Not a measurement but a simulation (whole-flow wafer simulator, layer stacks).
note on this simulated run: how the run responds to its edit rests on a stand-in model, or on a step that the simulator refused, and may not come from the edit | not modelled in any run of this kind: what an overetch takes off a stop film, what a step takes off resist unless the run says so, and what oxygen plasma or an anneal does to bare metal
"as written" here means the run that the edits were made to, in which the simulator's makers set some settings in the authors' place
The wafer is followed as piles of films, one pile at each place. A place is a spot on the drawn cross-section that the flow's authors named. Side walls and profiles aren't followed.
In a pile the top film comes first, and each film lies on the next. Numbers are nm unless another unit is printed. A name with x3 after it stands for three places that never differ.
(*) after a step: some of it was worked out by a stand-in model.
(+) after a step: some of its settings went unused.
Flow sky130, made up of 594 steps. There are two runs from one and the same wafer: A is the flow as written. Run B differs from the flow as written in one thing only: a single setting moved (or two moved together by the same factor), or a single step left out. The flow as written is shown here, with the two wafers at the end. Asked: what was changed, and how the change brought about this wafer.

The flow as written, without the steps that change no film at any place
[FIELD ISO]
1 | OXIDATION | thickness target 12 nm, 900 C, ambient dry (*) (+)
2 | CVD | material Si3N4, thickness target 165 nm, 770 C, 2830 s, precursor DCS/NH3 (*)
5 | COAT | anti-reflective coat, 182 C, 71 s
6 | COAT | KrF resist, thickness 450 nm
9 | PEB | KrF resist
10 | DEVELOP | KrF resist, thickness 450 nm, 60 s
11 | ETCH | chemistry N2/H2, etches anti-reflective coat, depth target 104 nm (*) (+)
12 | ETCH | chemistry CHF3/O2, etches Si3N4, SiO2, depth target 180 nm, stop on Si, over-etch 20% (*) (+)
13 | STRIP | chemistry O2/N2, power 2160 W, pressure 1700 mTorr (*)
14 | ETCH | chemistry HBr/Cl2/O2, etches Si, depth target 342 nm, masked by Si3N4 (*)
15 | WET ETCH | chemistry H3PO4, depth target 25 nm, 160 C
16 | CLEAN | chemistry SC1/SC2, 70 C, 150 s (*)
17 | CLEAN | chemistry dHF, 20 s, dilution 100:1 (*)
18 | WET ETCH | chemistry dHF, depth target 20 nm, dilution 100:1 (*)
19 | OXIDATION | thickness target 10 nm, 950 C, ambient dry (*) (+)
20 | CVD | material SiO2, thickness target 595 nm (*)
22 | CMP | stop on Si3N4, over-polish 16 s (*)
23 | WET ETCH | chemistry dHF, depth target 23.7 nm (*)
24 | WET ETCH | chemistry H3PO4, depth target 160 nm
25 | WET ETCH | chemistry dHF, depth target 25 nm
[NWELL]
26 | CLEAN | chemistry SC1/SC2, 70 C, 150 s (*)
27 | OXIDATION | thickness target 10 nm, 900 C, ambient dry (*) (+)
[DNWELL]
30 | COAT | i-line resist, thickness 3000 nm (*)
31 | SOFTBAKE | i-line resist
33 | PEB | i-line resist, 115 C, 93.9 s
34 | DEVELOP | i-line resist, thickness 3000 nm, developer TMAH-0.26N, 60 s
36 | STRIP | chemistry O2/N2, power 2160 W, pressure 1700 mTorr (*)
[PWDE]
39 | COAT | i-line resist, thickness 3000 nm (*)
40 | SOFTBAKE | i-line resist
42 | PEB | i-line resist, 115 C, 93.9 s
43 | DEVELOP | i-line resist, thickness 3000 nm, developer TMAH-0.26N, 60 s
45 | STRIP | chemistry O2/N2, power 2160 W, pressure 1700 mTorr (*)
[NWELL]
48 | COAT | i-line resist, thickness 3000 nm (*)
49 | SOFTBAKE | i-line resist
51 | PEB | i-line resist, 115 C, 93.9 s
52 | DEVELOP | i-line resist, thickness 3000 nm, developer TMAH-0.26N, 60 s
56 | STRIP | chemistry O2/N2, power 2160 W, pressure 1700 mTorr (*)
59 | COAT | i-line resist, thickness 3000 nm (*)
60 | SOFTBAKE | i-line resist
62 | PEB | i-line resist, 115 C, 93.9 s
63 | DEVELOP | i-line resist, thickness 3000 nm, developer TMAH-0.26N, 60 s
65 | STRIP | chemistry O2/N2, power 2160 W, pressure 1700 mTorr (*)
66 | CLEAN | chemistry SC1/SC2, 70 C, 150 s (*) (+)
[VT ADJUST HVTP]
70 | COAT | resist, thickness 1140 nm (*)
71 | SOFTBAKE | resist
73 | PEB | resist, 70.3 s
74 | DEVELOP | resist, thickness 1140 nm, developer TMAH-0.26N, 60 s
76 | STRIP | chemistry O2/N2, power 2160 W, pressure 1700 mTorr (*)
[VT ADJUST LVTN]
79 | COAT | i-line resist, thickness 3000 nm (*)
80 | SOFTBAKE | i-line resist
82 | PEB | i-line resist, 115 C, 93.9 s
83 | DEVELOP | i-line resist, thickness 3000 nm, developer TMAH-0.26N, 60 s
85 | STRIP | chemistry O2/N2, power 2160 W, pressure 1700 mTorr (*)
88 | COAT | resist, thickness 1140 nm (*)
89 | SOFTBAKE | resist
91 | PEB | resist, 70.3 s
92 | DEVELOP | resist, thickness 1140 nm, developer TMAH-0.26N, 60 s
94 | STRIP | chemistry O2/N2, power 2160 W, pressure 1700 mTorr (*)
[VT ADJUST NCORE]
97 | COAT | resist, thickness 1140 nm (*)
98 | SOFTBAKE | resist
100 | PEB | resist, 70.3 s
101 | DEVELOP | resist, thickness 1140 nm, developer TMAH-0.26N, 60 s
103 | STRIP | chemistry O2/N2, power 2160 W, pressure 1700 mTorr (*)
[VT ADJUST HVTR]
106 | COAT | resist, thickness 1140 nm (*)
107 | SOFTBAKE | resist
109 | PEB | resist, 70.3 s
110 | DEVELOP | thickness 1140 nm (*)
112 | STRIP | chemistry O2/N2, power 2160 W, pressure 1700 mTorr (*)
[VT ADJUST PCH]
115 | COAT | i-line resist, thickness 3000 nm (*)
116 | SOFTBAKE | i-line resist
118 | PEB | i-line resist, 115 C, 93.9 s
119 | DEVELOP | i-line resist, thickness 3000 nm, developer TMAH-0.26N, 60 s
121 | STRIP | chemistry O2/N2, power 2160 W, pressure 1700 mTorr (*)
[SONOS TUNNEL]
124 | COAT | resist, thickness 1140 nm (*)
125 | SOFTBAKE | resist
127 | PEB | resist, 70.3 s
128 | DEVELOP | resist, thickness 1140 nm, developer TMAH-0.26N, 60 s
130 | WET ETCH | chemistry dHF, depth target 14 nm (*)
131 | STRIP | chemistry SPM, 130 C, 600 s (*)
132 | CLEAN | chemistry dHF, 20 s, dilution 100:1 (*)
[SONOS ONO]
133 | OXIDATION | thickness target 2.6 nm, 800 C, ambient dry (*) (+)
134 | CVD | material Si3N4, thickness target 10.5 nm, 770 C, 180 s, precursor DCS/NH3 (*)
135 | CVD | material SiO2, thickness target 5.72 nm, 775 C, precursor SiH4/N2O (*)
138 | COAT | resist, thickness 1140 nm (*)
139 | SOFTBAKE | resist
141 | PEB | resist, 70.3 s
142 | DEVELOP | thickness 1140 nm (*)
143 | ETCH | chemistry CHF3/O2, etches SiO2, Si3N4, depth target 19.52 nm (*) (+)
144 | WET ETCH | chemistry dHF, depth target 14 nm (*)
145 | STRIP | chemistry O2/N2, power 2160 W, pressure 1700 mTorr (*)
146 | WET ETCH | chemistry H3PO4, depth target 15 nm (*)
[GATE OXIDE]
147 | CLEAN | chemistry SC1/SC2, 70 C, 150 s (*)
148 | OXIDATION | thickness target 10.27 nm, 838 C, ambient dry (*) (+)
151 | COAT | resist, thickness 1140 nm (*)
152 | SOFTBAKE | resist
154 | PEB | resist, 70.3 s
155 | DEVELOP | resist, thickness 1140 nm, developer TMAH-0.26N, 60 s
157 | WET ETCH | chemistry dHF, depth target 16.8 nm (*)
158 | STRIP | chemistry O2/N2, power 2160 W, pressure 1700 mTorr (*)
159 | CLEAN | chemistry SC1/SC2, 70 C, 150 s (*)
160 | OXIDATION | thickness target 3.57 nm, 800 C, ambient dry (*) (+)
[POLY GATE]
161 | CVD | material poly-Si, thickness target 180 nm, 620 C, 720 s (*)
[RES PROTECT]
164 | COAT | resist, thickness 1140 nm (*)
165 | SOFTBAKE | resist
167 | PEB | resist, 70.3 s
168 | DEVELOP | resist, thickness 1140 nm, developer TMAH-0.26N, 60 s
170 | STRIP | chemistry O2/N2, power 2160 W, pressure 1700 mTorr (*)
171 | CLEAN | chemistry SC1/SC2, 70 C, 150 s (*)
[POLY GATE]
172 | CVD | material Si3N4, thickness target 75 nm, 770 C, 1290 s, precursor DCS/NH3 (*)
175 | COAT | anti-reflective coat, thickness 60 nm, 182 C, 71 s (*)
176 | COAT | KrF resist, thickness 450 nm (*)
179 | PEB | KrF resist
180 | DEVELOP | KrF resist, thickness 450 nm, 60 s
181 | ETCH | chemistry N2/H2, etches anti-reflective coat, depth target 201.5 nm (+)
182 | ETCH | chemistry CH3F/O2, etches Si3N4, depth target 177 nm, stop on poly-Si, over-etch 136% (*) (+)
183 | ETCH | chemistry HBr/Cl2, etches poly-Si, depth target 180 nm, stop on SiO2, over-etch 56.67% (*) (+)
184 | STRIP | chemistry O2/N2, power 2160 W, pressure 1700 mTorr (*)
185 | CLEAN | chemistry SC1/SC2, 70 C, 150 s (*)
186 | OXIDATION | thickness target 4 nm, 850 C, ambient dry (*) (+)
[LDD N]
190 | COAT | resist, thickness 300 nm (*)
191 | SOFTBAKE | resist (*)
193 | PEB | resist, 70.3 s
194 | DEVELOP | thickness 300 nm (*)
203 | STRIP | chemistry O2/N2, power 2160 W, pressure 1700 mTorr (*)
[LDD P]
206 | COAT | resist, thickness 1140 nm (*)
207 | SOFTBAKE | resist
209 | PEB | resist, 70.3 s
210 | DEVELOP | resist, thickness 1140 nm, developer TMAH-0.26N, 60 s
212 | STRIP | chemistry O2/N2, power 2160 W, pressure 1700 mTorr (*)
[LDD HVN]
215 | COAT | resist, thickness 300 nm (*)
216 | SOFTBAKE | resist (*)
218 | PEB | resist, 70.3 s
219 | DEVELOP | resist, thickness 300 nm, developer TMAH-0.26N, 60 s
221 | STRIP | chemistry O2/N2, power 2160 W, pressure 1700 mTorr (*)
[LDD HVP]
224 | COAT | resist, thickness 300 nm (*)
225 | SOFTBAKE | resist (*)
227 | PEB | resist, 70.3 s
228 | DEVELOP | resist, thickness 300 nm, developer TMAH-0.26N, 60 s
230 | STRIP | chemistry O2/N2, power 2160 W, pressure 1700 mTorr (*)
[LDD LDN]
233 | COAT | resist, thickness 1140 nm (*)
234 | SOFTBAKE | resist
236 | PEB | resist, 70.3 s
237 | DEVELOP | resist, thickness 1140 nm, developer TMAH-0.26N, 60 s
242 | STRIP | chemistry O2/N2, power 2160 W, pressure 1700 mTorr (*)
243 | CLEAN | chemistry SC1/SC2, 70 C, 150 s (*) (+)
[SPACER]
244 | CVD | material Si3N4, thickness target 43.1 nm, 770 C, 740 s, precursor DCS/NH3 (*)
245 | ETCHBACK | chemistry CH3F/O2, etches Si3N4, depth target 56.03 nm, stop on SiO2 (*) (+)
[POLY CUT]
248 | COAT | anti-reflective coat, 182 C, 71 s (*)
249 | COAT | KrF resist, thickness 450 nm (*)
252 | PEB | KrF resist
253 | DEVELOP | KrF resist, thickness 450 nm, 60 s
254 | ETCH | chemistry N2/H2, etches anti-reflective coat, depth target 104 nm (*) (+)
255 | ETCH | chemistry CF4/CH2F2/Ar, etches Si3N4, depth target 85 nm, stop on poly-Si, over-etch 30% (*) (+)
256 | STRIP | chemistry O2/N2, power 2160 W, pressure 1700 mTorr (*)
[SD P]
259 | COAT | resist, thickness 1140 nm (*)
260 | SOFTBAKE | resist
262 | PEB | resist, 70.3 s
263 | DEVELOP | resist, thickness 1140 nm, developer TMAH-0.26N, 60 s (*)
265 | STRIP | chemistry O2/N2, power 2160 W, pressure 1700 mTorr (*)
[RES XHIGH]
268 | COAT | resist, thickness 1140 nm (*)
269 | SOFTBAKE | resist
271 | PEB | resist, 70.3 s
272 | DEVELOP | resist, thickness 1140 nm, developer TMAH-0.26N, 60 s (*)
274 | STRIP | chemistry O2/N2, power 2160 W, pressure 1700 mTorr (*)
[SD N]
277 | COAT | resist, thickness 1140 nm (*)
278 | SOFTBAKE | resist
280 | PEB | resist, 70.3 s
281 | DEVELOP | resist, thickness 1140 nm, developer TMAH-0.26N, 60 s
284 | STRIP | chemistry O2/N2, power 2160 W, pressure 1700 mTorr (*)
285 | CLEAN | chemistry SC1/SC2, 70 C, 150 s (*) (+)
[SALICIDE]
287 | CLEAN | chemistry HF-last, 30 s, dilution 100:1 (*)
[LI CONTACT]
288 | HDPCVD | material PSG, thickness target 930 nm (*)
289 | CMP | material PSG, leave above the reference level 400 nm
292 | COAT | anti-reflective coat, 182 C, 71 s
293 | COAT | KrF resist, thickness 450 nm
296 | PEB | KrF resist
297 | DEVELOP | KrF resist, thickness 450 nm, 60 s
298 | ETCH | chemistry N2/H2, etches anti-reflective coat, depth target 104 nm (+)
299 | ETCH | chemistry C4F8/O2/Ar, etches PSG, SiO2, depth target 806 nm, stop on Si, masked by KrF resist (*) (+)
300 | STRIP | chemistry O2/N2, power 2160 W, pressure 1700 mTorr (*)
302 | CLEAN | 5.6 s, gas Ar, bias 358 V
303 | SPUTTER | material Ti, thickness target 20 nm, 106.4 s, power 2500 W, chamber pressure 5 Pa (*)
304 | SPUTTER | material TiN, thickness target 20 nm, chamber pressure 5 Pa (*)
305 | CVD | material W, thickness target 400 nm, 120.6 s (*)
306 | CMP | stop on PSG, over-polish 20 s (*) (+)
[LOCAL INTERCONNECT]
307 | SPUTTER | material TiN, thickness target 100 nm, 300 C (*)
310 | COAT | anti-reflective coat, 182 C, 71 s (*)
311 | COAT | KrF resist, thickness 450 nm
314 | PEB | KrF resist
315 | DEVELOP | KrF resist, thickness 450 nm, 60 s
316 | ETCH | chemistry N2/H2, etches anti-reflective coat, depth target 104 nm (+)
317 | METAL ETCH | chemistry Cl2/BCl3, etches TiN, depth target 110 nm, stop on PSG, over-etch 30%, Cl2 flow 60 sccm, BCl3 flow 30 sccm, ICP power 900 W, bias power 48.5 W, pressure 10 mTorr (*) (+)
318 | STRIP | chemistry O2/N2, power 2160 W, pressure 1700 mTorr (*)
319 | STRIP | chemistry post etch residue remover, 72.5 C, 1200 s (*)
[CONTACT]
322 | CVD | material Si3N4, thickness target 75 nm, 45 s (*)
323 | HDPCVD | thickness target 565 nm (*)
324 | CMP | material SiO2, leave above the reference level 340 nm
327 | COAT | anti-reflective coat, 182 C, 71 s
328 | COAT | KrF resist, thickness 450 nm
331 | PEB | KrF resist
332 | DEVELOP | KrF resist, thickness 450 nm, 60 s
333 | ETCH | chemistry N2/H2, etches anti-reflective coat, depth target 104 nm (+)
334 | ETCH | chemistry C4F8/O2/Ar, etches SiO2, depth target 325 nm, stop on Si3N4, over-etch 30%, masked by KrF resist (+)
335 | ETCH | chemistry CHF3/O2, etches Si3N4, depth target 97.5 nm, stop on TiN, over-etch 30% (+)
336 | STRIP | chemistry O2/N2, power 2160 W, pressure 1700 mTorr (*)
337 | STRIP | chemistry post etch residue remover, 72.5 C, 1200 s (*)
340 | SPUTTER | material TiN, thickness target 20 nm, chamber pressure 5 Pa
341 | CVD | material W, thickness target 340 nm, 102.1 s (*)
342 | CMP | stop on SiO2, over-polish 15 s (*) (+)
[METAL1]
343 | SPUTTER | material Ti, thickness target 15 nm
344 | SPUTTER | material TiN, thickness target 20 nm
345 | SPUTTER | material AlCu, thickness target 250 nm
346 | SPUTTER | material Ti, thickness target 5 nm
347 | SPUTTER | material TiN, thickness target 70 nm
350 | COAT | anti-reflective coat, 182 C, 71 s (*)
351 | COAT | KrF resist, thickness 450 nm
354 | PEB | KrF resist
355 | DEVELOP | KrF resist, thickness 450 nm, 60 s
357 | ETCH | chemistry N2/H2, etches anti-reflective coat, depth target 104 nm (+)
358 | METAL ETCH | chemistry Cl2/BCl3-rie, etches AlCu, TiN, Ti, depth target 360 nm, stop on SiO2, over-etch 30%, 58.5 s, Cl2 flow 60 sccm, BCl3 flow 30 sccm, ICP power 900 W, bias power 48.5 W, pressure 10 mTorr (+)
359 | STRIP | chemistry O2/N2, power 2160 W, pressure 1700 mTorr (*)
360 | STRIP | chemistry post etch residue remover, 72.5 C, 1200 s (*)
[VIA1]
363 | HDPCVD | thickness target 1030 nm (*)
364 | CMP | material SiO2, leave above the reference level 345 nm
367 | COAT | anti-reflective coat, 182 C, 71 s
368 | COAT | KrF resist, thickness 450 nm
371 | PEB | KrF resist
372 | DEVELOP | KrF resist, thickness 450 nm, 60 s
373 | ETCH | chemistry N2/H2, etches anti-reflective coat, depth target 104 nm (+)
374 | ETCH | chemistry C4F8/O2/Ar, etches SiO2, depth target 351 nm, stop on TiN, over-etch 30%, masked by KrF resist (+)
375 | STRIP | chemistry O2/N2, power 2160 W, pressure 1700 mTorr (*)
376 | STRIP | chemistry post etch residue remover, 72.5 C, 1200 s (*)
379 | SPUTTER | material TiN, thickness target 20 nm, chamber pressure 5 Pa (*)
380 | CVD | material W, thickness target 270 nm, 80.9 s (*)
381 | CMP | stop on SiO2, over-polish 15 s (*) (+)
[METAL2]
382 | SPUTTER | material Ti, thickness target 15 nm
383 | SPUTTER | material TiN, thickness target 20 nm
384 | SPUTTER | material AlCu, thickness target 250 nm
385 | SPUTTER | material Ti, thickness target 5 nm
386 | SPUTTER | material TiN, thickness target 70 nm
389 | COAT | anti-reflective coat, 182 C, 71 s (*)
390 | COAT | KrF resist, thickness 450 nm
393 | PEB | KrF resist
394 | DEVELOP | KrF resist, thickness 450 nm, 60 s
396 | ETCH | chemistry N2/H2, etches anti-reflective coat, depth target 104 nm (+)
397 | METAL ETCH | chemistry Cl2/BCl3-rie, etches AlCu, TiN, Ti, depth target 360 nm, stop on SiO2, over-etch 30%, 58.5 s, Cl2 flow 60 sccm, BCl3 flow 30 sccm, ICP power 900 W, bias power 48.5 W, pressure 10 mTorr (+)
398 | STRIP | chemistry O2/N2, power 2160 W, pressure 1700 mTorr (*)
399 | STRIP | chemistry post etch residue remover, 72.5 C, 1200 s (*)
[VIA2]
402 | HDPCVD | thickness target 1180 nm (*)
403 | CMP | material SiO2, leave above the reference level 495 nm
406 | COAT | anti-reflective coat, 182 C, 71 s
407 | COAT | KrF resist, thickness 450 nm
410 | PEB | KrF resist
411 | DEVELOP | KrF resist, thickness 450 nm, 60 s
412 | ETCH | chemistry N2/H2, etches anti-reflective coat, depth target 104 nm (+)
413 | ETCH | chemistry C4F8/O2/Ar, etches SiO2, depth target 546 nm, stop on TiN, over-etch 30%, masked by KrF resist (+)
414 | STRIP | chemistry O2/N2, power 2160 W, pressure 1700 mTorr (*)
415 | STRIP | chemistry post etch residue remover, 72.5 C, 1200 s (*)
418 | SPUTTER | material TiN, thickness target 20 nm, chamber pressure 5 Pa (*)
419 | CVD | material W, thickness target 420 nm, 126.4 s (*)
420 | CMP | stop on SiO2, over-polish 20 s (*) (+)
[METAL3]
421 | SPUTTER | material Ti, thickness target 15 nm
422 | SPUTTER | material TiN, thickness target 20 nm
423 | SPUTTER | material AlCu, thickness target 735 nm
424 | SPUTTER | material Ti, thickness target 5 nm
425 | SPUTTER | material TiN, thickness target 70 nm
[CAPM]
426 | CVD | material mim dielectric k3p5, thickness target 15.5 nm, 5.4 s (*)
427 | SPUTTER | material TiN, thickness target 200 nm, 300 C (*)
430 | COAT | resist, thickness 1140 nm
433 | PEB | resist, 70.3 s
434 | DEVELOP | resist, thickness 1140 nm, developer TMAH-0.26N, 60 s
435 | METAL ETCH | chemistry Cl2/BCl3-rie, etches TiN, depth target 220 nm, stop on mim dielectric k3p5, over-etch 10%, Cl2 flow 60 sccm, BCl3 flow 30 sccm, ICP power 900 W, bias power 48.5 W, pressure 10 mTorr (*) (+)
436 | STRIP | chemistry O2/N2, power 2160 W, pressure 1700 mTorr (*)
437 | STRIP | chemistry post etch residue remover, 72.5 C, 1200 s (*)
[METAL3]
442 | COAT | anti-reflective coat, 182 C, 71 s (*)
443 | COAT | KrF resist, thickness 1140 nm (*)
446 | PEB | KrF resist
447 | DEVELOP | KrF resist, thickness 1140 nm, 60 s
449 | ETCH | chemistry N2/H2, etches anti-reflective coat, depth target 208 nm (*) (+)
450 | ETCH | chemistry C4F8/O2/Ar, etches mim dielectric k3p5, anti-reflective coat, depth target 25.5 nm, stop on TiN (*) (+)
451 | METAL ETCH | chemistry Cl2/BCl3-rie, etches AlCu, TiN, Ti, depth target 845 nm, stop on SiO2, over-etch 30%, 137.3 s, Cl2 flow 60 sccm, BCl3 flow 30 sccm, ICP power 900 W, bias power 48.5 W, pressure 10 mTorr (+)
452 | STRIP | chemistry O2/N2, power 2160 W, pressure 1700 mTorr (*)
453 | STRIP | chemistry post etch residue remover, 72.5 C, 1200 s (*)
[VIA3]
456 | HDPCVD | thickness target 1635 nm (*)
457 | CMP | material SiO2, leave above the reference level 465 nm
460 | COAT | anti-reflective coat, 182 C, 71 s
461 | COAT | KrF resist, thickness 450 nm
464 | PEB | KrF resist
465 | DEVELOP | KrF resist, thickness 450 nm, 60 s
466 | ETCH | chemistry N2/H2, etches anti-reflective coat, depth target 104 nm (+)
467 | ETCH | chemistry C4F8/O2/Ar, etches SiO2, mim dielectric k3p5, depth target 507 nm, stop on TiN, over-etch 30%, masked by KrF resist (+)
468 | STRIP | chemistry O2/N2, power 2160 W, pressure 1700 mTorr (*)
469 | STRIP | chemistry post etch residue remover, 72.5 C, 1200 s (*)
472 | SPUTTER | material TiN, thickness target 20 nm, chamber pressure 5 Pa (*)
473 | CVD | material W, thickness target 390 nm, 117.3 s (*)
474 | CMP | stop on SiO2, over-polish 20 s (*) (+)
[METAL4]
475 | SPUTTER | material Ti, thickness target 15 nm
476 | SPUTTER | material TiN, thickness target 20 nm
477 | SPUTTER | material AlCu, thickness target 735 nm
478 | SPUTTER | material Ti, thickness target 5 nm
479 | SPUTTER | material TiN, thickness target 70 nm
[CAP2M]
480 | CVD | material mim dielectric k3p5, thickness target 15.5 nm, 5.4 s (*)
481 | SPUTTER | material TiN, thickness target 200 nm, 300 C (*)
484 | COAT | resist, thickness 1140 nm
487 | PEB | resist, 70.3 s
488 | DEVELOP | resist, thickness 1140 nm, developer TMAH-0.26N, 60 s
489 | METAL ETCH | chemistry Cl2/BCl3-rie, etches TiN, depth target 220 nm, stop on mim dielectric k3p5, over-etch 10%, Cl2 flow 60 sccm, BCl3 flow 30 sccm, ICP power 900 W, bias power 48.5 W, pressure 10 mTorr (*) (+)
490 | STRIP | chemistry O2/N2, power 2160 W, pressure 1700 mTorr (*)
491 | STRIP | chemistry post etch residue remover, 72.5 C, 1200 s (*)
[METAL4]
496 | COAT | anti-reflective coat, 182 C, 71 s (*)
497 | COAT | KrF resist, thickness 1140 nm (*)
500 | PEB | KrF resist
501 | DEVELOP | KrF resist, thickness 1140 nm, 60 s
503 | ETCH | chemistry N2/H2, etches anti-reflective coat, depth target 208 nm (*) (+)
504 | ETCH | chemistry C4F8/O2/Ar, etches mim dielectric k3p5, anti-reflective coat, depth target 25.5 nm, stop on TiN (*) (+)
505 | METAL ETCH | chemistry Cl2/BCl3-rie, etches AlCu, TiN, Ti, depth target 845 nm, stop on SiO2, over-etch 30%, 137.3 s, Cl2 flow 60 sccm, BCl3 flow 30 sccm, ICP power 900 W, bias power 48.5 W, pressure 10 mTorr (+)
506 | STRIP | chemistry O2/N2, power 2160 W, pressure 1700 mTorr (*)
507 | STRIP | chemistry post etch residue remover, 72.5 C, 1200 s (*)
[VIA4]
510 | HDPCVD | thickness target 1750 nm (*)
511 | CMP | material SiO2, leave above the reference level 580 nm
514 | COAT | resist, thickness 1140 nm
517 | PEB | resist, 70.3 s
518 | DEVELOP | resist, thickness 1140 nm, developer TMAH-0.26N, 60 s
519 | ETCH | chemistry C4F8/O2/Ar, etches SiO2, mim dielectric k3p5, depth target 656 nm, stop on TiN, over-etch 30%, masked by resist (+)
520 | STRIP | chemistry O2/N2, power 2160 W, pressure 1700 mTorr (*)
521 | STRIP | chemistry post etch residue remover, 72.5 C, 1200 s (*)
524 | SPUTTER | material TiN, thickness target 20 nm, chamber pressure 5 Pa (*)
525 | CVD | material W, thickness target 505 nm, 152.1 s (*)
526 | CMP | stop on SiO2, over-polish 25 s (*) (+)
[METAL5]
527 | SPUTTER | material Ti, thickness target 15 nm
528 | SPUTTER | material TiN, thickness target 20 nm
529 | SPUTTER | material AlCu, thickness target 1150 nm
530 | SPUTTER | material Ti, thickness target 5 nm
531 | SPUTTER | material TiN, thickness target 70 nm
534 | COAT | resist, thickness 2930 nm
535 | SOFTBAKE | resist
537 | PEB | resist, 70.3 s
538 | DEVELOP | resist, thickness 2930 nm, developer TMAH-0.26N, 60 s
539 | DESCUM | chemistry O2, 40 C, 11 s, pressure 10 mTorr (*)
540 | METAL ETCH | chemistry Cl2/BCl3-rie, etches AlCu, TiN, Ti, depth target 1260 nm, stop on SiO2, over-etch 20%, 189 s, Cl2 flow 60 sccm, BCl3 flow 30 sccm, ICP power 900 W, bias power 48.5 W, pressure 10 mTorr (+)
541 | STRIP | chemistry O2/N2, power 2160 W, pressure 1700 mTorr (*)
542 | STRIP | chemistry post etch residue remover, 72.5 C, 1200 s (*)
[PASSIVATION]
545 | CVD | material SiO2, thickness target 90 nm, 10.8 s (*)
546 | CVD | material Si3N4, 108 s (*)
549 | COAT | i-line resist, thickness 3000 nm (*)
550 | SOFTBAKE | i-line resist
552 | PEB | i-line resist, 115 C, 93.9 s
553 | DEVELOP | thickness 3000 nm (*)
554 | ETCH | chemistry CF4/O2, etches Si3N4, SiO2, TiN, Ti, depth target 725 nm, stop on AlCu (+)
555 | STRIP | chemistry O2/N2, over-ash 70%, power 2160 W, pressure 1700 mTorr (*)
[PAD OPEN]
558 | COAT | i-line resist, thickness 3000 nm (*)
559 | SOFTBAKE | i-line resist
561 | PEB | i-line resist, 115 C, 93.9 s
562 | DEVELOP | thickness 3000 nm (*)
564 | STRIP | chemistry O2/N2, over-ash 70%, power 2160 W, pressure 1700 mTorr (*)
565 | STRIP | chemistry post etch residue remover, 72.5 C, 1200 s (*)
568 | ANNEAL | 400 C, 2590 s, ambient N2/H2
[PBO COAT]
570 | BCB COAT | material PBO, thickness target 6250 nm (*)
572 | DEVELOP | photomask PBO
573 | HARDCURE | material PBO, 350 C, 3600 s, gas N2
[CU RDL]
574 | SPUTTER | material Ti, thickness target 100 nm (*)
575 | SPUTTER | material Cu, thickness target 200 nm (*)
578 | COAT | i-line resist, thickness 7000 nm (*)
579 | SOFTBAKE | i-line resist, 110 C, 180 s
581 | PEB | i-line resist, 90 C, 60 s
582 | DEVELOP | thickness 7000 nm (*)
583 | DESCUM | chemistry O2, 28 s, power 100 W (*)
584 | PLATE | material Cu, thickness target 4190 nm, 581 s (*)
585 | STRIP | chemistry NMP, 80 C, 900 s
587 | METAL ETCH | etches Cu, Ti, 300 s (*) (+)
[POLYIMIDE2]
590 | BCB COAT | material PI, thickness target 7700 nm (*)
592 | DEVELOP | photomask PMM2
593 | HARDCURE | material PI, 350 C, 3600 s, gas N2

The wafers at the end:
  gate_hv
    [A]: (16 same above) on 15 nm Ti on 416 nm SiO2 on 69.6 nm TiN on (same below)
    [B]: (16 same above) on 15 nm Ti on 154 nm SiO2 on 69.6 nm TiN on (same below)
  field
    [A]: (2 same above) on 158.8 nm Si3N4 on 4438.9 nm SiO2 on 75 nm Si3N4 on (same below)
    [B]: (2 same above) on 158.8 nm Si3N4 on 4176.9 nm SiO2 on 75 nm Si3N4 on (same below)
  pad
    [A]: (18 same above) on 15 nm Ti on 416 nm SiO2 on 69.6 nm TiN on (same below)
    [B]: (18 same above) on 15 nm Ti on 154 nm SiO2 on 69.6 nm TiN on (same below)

What caused this: step 403, CMP: leave above the reference level 233 nm was run, while the flow as written has leave above the reference level 495 nm.

Step by step, how the change led to this:
  403 | CMP | material SiO2, leave above the reference level 495 nm
      n_well, p_well, gate_hv and 101 more: A SiO2 loses 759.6 | B SiO2 loses 1021.6
      field, active, gate and 82 more: A SiO2 loses 389.1 | B SiO2 loses 651.1
      (as well as at 2 more places)
  413 | ETCH | chemistry C4F8/O2/Ar, etches SiO2, depth target 546 nm, stop on TiN, over-etch 30%, masked by KrF resist (+)
      field, active, n_well and 186 more: A KrF resist loses 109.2 | B KrF resist loses 41.2
      m1: A SiO2 loses 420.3 (all of it) | B SiO2 loses 158.3 (all of it)
      (as well as at 1 more place)
  414 | STRIP | chemistry O2/N2, power 2160 W, pressure 1700 mTorr (*)
      field, active, n_well and 186 more: A KrF resist loses 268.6 (all of it), anti-reflective coat loses 80 (all of it) | B KrF resist loses 336.7 (all of it), anti-reflective coat loses 80 (all of it)
  418 | SPUTTER | material TiN, thickness target 20 nm, chamber pressure 5 Pa (*)
      m1, via2_hole: A TiN gains 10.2 | B TiN gains 14.4
  419 | CVD | material W, thickness target 420 nm, 126.4 s (*)
      m1: A W gains 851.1 (new film) | B W gains 584.9 (new film)
      via2_hole: A W gains 850.7 (new film) | B W gains 584.4 (new film)
